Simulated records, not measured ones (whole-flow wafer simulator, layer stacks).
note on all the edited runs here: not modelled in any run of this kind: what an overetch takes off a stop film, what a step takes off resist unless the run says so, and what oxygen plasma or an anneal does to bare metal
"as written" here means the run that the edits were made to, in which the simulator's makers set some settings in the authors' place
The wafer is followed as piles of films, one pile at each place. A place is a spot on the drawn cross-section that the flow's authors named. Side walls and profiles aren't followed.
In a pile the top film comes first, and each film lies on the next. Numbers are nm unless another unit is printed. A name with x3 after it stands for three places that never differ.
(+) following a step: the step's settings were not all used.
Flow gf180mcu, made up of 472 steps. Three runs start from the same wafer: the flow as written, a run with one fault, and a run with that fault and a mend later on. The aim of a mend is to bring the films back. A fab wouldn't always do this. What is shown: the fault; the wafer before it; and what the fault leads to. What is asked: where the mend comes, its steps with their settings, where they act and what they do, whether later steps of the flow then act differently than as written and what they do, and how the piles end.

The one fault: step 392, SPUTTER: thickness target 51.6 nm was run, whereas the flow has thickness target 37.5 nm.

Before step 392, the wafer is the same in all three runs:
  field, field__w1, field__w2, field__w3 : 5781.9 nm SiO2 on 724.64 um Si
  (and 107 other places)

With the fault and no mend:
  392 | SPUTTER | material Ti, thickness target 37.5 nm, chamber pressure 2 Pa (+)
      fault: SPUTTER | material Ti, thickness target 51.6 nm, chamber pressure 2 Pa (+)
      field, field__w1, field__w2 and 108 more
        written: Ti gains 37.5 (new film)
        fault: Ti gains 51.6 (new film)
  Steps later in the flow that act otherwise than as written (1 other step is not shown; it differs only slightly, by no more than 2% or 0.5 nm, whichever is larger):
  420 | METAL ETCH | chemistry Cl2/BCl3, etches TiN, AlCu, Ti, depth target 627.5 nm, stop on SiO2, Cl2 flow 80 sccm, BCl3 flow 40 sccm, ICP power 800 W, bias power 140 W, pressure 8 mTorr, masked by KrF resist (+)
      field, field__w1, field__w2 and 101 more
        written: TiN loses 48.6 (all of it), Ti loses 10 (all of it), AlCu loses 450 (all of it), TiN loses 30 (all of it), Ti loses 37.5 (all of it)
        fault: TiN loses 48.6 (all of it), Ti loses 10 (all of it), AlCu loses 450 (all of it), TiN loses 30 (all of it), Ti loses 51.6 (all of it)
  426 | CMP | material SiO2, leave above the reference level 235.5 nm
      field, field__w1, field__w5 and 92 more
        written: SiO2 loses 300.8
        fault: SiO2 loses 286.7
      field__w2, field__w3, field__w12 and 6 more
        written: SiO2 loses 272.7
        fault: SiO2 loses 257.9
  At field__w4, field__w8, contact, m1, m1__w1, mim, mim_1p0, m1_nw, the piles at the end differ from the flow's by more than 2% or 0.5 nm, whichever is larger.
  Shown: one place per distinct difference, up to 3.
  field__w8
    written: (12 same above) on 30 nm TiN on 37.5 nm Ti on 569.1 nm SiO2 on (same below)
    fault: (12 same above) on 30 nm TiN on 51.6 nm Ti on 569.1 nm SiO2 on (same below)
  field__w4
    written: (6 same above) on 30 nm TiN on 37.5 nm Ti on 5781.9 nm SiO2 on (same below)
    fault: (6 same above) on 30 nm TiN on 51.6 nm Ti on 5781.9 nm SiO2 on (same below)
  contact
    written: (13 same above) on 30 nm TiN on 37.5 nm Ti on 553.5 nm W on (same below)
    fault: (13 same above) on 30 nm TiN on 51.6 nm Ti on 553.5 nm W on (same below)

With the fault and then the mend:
  The mend follows step 419.
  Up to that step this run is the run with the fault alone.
  420 | METAL ETCH | chemistry Cl2/BCl3, etches TiN, AlCu, Ti, depth target 641.6 nm, stop on SiO2, Cl2 flow 80 sccm, BCl3 flow 40 sccm, ICP power 800 W, bias power 140 W, pressure 8 mTorr, masked by KrF resist (+) (the flow's step 420, as written with depth target 627.5 nm)
      field, field__w1, field__w2 and 101 more
        TiN loses 48.6 (all of it), Ti loses 10 (all of it), AlCu loses 450 (all of it), TiN loses 30 (all of it), Ti loses 51.6 (all of it)
      field__w4, field__w8, contact, m1, m1__w1, mim, mim_1p0, m1_nw
        KrF resist loses 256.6
  Steps later in the flow that act otherwise than as written (2 other steps are not shown; they differ only slightly, by no more than 2% or 0.5 nm, whichever is larger):
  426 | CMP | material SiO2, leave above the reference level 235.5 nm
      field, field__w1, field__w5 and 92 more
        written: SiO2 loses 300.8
        mend: SiO2 loses 286.7
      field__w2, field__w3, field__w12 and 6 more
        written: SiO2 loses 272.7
        mend: SiO2 loses 257.9
  At field__w4, field__w8, contact, m1, m1__w1, mim, mim_1p0, m1_nw, the piles at the end differ from the flow's by more than 2% or 0.5 nm, whichever is larger.
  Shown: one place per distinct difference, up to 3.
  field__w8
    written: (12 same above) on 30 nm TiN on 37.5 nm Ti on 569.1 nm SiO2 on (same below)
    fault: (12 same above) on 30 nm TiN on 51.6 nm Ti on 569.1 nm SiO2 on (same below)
    mend: (12 same above) on 30 nm TiN on 51.6 nm Ti on 569.1 nm SiO2 on (same below)
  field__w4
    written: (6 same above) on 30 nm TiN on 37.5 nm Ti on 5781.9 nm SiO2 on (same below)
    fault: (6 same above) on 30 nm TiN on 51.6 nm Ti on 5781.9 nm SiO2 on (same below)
    mend: (6 same above) on 30 nm TiN on 51.6 nm Ti on 5781.9 nm SiO2 on (same below)
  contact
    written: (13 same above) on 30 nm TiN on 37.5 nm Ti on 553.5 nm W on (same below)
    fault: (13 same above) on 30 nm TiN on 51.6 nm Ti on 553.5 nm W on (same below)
    mend: (13 same above) on 30 nm TiN on 51.6 nm Ti on 553.5 nm W on (same below)
